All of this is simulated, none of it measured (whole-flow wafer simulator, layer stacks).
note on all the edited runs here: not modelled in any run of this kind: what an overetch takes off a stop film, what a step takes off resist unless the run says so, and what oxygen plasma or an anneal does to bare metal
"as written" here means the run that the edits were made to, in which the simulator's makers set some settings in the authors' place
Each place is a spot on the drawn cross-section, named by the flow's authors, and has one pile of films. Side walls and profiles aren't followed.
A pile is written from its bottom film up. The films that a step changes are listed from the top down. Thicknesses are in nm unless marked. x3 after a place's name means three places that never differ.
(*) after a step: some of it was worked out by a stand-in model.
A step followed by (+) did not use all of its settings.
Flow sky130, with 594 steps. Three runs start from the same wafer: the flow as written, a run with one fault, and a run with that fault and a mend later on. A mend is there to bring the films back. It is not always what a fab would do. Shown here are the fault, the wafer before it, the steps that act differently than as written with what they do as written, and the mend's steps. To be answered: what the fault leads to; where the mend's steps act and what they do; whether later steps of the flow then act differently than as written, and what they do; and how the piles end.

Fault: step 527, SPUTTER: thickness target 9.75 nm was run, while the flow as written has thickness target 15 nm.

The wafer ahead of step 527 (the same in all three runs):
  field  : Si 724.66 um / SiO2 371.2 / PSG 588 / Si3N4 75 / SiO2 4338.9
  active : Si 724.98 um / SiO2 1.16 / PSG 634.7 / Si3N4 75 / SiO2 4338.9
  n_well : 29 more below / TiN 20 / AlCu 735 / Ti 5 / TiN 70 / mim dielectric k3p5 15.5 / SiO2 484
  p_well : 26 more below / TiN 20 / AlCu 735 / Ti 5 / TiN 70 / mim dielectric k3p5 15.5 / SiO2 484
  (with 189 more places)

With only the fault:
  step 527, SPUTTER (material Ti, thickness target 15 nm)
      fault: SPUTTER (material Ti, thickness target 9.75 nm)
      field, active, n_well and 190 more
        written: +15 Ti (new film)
        fault: +9.75 Ti (new film)
  Steps further on in the flow that do not act as written (19 more steps, not shown, differ only slightly: by at most 2% or 0.5 nm, whichever is larger):
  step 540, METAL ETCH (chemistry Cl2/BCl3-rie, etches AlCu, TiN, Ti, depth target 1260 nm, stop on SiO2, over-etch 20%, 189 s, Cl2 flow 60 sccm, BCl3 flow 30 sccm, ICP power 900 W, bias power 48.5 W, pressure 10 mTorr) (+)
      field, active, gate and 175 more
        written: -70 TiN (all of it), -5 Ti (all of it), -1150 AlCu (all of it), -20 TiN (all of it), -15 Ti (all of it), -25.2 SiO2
        fault: -70 TiN (all of it), -5 Ti (all of it), -1150 AlCu (all of it), -20 TiN (all of it), -9.75 Ti (all of it), -25.7 SiO2
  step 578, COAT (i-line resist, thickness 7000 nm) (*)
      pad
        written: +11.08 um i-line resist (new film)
        fault: +11.09 um i-line resist (new film)
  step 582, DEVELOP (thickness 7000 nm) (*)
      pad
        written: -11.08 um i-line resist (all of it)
        fault: -11.09 um i-line resist (all of it)
  The piles end different from the flow's at n_well, p_well, sd_n and 12 more by more than 2% or 0.5 nm, whichever is larger.
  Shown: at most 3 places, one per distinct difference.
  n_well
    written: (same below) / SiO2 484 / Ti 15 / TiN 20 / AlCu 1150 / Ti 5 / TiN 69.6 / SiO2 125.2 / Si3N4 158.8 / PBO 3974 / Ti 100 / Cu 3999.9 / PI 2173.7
    fault: (same below) / SiO2 484 / Ti 9.75 / TiN 20 / AlCu 1150 / Ti 5 / TiN 69.6 / SiO2 125.2 / Si3N4 158.8 / PBO 3977.8 / Ti 100 / Cu 3999.9 / PI 2174.3
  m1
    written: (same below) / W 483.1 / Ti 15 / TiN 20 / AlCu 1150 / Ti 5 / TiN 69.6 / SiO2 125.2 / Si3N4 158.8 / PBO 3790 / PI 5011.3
    fault: (same below) / W 483.1 / Ti 9.75 / TiN 20 / AlCu 1150 / Ti 5 / TiN 69.6 / SiO2 125.2 / Si3N4 158.8 / PBO 3794.3 / PI 5011.5
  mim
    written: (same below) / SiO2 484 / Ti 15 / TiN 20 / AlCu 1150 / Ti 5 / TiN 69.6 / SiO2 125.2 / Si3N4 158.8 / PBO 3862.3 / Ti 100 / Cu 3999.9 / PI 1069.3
    fault: (same below) / SiO2 484 / Ti 9.75 / TiN 20 / AlCu 1150 / Ti 5 / TiN 69.6 / SiO2 125.2 / Si3N4 158.8 / PBO 3866.4 / Ti 100 / Cu 3999.9 / PI 1069.8

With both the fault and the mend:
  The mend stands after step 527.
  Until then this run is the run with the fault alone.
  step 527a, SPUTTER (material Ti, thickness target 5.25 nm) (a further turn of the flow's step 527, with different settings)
      field, active, n_well and 190 more
        +5.25 Ti
  Later steps of the flow that are run all act as written at every place that is followed.
  The piles end the same as the flow's at every place that both follow.
